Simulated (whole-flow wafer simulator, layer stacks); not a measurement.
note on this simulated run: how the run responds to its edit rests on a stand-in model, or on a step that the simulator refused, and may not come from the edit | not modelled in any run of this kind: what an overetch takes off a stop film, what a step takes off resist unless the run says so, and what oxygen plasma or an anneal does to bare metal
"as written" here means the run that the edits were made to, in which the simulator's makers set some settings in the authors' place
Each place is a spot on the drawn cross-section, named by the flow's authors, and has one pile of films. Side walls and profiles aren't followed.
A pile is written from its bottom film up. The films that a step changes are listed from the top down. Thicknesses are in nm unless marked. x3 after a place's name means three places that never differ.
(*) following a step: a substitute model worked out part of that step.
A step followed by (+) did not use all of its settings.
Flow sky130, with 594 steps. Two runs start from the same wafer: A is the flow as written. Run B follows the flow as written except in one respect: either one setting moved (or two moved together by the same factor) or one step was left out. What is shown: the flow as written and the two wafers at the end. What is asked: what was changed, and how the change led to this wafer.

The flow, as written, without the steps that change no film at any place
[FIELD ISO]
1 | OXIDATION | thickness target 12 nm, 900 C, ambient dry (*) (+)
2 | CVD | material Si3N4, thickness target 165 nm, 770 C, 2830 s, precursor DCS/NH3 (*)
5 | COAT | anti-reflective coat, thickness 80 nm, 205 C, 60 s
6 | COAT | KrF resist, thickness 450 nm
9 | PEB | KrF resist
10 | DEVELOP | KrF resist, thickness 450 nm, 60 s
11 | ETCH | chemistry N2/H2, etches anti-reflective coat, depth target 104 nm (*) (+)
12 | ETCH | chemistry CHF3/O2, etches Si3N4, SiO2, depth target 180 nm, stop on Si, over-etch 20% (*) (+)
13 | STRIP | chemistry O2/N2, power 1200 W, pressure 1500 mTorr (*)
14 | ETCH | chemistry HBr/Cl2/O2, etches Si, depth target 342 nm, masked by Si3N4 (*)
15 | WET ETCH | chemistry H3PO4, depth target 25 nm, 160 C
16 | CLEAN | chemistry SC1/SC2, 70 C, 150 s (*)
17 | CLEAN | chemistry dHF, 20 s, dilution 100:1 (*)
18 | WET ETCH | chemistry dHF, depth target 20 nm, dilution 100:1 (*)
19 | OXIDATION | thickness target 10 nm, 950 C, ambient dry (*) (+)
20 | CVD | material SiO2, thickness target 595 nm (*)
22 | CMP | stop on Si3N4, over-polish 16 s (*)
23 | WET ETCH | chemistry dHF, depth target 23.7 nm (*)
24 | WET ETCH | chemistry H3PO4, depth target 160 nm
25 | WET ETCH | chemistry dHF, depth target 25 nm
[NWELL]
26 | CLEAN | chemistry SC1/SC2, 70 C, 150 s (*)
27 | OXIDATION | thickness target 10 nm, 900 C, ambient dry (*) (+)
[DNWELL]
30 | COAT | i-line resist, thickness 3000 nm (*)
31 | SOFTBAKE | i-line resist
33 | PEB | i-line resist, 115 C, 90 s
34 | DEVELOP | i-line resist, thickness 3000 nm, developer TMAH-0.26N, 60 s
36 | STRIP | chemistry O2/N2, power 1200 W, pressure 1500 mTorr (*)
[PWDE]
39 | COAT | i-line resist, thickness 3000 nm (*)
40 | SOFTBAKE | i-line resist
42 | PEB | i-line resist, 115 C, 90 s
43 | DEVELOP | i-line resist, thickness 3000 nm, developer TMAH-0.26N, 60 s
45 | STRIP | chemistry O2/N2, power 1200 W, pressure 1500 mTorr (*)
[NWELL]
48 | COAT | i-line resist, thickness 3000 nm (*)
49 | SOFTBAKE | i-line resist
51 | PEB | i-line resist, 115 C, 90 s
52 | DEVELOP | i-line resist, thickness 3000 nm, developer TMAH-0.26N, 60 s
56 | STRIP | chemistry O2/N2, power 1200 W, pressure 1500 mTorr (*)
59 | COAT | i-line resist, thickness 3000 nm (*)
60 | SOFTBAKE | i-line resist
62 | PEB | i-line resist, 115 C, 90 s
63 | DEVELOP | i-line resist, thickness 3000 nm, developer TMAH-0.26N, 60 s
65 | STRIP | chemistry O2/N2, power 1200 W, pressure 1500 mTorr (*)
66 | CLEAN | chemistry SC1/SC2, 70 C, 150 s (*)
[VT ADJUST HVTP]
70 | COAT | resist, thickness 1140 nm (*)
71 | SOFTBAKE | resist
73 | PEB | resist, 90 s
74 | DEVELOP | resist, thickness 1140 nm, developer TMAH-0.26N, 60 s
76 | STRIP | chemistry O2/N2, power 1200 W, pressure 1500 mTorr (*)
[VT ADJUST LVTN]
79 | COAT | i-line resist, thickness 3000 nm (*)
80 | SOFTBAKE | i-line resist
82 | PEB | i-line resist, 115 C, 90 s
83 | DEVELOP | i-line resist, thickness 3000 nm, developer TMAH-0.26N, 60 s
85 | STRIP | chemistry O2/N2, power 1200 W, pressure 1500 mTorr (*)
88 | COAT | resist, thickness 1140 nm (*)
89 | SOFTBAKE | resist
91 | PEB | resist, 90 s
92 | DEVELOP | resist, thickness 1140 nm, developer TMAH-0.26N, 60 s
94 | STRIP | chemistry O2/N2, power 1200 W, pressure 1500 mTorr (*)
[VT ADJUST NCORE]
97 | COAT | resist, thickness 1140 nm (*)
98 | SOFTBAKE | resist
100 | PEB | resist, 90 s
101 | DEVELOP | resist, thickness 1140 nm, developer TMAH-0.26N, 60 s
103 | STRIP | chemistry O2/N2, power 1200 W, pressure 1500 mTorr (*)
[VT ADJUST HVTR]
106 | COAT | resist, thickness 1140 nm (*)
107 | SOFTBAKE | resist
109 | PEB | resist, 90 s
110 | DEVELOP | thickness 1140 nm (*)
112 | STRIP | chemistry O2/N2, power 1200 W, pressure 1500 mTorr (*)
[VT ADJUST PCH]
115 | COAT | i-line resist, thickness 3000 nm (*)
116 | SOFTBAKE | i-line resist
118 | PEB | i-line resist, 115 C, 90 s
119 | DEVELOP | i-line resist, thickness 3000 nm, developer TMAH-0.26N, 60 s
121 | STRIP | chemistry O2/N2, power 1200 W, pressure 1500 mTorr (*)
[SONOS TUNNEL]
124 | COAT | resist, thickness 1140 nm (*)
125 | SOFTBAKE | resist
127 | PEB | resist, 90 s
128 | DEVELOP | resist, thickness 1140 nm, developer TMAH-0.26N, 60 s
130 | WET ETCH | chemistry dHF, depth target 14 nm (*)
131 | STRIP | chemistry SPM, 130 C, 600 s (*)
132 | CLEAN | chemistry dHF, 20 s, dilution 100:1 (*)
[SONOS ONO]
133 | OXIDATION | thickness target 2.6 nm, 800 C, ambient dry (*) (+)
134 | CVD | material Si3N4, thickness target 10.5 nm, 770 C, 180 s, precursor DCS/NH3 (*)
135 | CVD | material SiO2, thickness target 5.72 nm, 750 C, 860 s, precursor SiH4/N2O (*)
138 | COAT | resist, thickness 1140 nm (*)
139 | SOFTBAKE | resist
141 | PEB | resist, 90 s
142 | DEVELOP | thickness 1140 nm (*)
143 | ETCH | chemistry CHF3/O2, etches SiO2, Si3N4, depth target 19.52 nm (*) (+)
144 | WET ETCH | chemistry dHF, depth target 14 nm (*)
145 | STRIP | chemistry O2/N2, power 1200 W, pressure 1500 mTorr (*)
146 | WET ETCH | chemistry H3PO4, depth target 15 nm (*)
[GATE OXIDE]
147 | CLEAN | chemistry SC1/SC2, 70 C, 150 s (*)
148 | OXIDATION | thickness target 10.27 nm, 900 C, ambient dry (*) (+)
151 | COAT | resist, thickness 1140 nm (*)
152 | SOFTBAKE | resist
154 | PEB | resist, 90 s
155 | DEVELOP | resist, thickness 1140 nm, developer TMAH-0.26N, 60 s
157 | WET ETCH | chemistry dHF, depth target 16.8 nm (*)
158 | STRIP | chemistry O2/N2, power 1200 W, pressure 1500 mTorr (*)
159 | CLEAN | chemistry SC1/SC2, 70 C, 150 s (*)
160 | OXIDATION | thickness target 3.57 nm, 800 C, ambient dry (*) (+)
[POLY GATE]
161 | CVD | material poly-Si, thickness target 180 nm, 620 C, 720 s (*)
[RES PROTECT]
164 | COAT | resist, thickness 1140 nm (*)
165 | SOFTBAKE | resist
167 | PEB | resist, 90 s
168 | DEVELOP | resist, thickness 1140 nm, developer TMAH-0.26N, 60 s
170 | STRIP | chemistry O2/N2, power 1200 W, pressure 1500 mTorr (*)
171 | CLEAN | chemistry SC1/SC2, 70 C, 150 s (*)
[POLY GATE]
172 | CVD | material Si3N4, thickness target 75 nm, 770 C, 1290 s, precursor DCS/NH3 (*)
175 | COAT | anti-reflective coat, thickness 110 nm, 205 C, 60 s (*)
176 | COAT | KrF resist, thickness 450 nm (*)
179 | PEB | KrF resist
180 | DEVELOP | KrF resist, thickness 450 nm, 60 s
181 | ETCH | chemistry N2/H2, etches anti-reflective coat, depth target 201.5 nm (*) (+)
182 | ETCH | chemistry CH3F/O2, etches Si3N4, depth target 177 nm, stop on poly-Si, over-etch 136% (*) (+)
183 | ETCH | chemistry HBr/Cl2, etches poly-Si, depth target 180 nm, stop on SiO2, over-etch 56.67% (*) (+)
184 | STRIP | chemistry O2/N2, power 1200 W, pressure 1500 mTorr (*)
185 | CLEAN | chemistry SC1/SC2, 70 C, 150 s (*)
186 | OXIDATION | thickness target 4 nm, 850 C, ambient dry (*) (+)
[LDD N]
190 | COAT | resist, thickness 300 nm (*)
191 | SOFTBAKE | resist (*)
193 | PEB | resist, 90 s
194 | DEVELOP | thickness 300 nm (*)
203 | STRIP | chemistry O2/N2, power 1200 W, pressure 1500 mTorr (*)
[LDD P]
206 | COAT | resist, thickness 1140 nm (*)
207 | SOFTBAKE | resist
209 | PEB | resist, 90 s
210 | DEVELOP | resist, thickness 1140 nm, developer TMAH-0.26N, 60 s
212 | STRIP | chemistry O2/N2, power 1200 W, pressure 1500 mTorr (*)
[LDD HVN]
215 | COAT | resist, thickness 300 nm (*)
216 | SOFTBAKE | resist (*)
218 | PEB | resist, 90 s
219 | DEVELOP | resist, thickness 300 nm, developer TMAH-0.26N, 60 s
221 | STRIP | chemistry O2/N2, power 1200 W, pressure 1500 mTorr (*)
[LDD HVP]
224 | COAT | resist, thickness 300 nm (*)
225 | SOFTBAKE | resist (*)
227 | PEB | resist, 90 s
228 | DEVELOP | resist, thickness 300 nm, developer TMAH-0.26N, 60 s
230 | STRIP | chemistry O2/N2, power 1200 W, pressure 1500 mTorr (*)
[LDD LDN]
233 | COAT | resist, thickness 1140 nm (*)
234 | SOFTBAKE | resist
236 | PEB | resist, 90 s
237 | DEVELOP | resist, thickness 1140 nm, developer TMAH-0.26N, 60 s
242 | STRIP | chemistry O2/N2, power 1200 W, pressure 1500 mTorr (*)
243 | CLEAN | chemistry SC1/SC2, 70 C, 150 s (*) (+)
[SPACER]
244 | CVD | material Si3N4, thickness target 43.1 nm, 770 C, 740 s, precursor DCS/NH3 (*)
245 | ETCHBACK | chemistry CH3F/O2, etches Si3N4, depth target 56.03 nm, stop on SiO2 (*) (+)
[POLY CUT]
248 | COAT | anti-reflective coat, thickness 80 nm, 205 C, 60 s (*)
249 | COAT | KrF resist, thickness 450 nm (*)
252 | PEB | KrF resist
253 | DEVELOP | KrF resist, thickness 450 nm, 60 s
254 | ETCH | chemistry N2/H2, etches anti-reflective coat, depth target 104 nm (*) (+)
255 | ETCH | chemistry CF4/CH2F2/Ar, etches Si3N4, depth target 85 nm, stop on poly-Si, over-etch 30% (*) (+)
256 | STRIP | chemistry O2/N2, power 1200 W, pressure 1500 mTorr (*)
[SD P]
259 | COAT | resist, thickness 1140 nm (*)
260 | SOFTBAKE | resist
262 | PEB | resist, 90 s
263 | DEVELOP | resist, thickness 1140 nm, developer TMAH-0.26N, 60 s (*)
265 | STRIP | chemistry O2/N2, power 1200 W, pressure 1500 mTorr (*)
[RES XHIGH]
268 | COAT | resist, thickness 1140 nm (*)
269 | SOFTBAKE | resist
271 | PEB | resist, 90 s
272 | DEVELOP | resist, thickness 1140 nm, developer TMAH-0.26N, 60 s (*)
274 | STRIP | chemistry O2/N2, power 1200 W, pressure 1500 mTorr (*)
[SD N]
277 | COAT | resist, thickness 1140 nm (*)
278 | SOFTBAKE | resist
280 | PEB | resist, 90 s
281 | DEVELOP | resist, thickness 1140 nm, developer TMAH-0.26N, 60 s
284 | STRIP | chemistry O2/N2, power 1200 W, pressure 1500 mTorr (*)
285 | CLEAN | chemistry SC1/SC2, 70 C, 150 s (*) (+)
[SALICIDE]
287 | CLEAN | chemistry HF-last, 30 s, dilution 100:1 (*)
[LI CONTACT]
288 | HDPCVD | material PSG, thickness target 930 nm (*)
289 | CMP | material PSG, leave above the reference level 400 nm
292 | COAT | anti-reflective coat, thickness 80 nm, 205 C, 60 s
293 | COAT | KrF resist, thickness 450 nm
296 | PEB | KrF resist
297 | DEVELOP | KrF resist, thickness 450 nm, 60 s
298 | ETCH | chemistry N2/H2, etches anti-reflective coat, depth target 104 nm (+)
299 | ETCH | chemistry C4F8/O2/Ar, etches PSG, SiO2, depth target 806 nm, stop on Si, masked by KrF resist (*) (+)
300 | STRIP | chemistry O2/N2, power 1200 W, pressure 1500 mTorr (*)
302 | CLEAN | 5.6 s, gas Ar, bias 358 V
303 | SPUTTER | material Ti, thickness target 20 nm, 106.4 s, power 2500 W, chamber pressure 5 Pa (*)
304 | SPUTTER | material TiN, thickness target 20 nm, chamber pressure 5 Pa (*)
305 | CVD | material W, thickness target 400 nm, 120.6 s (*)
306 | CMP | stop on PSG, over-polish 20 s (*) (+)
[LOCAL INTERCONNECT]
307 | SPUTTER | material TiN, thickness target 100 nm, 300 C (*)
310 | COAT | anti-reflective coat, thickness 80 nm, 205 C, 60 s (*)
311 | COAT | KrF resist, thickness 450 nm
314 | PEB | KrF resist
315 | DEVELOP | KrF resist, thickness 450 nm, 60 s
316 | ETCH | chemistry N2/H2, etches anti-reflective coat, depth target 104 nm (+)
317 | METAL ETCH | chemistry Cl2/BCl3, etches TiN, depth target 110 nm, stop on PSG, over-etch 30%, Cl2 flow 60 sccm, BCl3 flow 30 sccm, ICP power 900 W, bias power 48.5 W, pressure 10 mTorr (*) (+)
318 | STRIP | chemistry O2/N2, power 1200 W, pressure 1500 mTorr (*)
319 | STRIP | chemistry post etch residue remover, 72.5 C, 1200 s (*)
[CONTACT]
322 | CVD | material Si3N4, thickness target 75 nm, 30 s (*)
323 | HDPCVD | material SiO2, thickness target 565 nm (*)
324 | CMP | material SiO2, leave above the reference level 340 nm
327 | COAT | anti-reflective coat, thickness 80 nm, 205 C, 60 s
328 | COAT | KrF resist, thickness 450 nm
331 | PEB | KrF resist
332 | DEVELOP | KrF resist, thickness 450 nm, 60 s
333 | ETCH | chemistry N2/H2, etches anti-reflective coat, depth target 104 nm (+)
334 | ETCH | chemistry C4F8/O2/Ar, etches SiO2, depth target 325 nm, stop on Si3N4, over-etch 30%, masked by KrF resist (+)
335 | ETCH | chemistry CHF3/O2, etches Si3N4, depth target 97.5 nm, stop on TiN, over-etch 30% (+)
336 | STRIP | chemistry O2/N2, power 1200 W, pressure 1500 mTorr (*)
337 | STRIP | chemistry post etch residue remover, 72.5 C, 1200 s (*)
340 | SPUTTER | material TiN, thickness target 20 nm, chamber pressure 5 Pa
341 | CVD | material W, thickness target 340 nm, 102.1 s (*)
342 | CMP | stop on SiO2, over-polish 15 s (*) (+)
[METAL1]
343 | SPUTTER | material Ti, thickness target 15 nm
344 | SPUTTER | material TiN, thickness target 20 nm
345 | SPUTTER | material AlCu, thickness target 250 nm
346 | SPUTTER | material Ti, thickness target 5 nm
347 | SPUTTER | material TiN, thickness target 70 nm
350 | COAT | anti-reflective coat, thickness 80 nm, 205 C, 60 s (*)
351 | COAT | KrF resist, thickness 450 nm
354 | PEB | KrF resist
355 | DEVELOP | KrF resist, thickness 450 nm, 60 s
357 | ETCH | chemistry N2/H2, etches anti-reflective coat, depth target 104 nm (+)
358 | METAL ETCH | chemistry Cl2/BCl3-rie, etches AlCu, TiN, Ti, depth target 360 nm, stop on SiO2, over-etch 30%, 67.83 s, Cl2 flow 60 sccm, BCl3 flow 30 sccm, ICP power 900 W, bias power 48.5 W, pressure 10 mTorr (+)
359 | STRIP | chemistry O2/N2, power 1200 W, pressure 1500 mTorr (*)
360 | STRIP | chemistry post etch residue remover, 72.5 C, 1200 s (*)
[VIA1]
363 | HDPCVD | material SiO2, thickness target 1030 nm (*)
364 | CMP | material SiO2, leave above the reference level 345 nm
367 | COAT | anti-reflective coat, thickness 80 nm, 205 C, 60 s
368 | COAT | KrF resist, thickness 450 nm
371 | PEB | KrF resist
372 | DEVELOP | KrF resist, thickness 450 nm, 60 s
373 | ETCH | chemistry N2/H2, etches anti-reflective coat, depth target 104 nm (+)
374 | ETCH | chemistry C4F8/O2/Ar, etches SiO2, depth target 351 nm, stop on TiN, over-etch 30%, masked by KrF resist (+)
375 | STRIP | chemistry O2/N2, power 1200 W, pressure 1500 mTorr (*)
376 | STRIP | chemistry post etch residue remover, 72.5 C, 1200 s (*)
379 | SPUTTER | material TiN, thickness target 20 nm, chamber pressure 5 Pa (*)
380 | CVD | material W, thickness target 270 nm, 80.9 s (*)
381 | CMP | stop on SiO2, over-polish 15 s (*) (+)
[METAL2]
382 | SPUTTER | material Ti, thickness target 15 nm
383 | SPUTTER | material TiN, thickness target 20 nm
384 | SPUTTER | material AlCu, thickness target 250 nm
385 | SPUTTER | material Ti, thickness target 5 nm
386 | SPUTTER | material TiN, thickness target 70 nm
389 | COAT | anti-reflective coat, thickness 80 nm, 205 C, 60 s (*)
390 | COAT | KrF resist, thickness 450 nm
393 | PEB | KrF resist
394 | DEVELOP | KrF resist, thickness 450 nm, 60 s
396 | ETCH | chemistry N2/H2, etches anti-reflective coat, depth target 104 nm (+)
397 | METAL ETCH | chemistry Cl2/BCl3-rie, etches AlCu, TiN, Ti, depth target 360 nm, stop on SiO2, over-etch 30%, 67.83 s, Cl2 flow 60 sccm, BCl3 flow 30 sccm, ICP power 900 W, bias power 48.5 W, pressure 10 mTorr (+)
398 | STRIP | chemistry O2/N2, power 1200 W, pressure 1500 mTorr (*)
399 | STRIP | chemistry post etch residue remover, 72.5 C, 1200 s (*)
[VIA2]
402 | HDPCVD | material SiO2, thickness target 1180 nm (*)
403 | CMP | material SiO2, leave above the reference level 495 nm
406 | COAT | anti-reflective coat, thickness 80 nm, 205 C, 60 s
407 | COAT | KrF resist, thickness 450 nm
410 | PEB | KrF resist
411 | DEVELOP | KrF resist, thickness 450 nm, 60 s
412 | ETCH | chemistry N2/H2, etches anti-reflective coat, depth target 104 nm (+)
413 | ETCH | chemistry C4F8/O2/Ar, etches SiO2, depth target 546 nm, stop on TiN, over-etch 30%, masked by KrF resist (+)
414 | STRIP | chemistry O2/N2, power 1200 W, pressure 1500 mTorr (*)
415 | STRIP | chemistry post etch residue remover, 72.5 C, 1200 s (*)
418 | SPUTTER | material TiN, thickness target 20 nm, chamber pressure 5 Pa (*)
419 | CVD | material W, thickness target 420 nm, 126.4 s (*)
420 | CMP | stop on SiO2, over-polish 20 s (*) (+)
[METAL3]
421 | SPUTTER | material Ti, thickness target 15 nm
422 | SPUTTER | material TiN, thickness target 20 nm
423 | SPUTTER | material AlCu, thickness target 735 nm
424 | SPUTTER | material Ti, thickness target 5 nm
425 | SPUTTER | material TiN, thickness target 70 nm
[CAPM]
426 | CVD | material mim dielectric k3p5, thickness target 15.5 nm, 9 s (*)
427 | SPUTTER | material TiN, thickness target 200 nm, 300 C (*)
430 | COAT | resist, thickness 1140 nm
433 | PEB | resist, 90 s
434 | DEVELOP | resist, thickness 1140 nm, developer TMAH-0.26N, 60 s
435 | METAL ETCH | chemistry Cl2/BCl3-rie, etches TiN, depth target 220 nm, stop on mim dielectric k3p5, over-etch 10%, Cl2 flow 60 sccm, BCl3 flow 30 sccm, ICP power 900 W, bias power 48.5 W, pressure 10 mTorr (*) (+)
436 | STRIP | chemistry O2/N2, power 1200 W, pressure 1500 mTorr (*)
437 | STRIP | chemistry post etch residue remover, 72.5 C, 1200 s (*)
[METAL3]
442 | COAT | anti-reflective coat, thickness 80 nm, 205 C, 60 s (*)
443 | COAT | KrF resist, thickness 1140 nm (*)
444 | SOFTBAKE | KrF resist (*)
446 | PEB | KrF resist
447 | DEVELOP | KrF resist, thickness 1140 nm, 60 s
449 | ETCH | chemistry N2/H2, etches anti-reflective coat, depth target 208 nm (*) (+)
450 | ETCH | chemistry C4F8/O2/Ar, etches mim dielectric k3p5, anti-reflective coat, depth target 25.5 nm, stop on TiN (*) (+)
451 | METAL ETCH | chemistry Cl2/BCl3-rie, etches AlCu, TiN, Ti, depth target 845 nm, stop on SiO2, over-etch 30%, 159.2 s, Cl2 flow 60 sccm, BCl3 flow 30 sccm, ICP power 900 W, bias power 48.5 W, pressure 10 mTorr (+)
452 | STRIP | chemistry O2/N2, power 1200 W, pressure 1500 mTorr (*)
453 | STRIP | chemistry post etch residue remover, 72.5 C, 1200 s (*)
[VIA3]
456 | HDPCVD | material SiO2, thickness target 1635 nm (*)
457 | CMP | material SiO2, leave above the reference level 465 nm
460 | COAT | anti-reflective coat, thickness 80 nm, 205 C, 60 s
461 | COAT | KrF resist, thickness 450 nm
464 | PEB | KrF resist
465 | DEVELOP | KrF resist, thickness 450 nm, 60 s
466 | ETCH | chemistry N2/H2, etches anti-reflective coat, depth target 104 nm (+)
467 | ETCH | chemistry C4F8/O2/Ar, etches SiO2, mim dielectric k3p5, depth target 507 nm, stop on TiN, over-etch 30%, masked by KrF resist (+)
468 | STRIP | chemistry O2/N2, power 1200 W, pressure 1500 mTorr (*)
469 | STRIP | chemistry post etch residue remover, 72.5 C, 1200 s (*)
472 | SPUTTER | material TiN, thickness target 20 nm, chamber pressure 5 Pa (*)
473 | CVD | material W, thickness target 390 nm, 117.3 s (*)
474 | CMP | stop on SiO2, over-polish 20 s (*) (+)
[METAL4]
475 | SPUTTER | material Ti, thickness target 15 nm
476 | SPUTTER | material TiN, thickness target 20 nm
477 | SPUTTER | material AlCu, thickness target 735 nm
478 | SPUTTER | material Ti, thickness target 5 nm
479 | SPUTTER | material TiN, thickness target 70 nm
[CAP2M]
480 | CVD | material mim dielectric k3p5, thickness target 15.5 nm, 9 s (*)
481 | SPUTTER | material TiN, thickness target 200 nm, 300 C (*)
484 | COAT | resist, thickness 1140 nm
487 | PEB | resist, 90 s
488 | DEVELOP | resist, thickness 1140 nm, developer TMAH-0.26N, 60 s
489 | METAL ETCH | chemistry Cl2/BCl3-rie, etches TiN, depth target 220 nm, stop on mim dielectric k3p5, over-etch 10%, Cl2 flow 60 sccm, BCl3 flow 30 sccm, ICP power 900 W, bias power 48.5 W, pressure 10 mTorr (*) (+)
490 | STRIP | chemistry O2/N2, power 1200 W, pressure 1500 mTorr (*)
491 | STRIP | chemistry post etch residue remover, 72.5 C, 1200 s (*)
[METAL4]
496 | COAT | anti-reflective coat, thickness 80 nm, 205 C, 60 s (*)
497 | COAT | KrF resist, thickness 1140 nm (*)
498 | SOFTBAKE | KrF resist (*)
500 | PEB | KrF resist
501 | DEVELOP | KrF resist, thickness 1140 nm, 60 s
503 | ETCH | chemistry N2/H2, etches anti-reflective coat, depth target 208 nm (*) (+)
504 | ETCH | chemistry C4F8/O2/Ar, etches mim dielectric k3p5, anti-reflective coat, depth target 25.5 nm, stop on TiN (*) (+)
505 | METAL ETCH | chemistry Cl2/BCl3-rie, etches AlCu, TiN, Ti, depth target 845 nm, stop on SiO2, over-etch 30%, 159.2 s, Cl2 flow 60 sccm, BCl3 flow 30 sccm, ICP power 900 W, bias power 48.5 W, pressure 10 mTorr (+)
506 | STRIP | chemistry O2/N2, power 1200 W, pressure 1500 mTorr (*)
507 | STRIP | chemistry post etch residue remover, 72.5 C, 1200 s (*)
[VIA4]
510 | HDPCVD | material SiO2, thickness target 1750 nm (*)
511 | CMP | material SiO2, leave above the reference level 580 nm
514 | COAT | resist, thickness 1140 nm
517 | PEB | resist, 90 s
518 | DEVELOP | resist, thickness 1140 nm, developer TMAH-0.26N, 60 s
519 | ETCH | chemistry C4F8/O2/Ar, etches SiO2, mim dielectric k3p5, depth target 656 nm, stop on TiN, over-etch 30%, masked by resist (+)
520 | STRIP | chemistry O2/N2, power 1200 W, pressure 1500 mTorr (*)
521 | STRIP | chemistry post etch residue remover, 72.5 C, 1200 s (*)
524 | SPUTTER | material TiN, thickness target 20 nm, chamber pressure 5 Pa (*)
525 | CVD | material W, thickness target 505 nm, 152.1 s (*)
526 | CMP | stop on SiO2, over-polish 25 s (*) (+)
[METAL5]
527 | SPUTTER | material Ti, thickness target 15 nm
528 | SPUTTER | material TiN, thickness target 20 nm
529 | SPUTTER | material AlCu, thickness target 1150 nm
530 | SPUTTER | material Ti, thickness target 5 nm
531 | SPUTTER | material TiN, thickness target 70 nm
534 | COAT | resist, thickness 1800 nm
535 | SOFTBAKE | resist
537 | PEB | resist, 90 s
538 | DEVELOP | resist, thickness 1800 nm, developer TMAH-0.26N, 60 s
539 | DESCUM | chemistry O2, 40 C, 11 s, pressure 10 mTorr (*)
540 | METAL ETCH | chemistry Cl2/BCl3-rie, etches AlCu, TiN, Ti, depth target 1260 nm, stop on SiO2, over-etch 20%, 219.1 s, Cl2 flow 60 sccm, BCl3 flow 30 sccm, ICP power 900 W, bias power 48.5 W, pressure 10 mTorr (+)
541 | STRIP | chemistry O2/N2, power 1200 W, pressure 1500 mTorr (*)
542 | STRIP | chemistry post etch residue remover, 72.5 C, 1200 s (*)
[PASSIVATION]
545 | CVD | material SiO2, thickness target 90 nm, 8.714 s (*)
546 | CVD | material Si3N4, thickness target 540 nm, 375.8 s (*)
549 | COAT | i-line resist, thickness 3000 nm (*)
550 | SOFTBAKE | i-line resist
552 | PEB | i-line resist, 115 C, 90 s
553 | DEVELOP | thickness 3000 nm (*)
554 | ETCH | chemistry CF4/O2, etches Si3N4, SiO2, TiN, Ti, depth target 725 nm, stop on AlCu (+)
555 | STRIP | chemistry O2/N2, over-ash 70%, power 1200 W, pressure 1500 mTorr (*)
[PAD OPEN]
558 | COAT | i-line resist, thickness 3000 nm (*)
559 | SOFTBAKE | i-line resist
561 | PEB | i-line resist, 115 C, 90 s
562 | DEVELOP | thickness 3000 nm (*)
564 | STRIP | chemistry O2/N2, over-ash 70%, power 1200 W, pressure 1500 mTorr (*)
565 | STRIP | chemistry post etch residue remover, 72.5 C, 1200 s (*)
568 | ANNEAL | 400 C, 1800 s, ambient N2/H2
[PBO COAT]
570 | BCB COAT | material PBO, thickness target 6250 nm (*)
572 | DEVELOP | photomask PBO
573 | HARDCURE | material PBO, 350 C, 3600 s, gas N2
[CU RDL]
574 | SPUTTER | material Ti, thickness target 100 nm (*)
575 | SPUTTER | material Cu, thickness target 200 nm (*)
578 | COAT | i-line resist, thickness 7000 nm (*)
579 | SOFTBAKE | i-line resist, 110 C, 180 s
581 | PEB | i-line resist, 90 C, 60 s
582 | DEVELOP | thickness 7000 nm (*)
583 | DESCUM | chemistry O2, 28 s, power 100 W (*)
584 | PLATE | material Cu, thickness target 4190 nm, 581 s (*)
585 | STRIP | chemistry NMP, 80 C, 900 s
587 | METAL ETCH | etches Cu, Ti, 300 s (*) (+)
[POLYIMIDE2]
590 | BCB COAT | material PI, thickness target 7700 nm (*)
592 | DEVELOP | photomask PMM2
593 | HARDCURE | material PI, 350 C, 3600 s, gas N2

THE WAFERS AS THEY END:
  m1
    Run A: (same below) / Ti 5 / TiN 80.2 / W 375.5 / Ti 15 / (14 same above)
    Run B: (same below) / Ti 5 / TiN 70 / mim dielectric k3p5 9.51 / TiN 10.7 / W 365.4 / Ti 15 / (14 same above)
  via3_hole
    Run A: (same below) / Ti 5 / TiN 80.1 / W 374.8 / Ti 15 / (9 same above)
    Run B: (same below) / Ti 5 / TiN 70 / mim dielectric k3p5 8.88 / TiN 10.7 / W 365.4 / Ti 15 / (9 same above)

What caused this: step 467, ETCH: depth target 380.5 nm was run, though the flow has depth target 507 nm.

The path from the change to this, step by step:
  467 | ETCH | chemistry C4F8/O2/Ar, etches SiO2, mim dielectric k3p5, depth target 507 nm, stop on TiN, over-etch 30%, masked by KrF resist (+)
      m1: A -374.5 SiO2 (all of it), -15.5 mim dielectric k3p5 (all of it) | B -374.5 SiO2 (all of it), -5.99 mim dielectric k3p5
      via3_hole: A -373.9 SiO2 (all of it), -15.5 mim dielectric k3p5 (all of it) | B -373.9 SiO2 (all of it), -6.62 mim dielectric k3p5
      (also at 190 further places)
  468 | STRIP | chemistry O2/N2, power 1200 W, pressure 1500 mTorr (*)
      field, active, n_well and 187 more: A -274 KrF resist (all of it), -80 anti-reflective coat (all of it) | B -299.3 KrF resist (all of it), -80 anti-reflective coat (all of it)
  472 | SPUTTER | material TiN, thickness target 20 nm, chamber pressure 5 Pa (*)
      m1, via3_hole: A +10.6 TiN | B +10.7 TiN (new film)
If metal films that touch count as one body, m1 has 3 bodies (between them, from the top down: mim dielectric k3p5 9.51; SiO2 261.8 / Si3N4 75); the flow as written gives 2 bodies (between them, from the top down: SiO2 261.8 / Si3N4 75).
If metal films that touch count as one body, via3_hole has 2 bodies (between them, from the top down: mim dielectric k3p5 8.88); the flow as written gives 1 body.
